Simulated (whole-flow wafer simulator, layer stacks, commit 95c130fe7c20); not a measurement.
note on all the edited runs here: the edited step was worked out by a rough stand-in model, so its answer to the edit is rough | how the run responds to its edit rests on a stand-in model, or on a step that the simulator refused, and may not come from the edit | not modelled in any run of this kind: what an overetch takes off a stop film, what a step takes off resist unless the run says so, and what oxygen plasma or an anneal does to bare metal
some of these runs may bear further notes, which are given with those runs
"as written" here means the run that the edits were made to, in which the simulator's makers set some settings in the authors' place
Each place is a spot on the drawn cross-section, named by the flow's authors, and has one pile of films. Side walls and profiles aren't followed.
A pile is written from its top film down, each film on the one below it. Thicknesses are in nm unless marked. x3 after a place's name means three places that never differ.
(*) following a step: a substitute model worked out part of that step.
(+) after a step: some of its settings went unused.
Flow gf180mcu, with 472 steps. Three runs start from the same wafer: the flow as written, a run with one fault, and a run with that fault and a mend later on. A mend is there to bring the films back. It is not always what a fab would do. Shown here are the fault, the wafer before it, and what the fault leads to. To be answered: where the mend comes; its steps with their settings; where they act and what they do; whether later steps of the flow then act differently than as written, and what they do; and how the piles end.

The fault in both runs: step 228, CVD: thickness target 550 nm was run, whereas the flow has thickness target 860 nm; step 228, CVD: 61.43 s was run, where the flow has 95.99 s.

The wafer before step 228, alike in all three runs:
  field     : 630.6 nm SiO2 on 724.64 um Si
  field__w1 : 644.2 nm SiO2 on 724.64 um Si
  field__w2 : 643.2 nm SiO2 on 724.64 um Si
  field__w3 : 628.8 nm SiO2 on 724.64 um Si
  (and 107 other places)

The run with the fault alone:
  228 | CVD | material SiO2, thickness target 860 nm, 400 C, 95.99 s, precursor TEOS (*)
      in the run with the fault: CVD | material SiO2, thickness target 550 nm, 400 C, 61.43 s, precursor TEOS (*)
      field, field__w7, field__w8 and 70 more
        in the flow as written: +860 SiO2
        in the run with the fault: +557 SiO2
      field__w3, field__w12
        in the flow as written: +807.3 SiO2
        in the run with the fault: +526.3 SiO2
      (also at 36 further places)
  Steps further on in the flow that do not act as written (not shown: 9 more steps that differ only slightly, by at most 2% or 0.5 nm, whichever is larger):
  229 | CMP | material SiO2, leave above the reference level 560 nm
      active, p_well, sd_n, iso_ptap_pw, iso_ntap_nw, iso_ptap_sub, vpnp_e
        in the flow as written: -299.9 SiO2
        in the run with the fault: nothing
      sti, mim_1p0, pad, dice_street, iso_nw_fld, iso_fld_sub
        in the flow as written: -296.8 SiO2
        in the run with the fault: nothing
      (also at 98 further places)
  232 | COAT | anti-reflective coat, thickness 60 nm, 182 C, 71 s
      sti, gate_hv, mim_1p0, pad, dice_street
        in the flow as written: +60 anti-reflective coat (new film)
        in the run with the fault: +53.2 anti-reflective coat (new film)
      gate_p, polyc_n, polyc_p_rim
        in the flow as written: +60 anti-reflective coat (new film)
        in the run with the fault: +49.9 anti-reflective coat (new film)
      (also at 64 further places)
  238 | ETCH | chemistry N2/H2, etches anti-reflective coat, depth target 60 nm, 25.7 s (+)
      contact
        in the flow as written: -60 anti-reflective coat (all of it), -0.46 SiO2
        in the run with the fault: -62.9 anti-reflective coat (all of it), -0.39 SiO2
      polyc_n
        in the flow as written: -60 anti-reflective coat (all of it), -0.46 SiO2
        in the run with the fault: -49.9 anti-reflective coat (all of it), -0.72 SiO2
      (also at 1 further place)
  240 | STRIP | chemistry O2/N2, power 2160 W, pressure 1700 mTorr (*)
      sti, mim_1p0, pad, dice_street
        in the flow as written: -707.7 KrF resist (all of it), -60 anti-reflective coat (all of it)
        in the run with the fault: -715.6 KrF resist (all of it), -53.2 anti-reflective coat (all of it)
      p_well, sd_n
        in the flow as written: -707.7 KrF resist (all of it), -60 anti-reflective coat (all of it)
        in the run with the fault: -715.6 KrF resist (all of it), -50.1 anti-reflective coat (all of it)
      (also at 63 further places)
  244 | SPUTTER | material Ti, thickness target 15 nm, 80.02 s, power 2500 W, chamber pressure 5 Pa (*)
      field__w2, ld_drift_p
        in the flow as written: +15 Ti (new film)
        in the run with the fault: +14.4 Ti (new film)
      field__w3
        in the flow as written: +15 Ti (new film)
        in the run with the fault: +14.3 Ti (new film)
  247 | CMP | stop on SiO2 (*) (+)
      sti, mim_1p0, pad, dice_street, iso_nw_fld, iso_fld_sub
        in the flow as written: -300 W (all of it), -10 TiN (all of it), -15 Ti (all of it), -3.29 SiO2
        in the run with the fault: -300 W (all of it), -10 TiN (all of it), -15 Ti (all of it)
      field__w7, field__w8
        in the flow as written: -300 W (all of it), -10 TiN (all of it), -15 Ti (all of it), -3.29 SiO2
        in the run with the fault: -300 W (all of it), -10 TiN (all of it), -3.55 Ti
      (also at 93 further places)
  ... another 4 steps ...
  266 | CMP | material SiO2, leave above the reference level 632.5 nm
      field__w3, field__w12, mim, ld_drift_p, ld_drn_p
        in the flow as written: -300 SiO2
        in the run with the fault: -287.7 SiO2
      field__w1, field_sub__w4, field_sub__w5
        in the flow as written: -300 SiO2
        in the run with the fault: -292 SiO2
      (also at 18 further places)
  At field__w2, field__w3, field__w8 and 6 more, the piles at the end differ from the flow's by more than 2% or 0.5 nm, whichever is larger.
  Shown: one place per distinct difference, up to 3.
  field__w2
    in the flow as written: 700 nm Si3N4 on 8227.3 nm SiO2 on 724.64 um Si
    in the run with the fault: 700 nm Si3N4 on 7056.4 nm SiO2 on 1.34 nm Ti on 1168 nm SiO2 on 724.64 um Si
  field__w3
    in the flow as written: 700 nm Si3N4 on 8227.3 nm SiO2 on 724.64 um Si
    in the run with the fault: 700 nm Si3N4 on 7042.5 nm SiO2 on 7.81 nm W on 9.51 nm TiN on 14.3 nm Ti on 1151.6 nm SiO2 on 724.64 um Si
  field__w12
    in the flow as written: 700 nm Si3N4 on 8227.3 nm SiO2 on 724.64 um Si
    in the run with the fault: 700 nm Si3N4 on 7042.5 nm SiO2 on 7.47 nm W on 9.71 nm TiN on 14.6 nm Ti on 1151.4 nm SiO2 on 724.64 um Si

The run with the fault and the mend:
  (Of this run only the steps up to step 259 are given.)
  After step 228 comes the mend.
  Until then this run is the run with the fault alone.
  228a | CVD | material SiO2, thickness target 310 nm, 400 C, 34.6 s, precursor TEOS (*) (a further turn of the flow's step 228, with different settings)
      field, field__w7, field__w8 and 72 more
        +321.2 SiO2
      field__w1, contact, active_hv
        +315.2 SiO2
      field_sub__w1, field_sub__w4, field_sub__w5
        +312.8 SiO2
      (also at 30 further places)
  Steps further on in the flow that do not act as written (not shown: 5 more steps that differ only slightly, by at most 2% or 0.5 nm, whichever is larger):
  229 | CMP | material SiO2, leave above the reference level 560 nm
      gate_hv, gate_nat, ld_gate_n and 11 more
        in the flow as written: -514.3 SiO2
        in the run with the mend: -532.5 SiO2
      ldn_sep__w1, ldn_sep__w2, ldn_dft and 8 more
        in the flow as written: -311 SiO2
        in the run with the mend: -329.2 SiO2
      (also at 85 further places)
  Once step 259 is done, the piles differ only a little from the flow's at the places that both follow, at most by 2% or 0.5 nm, whichever is larger.
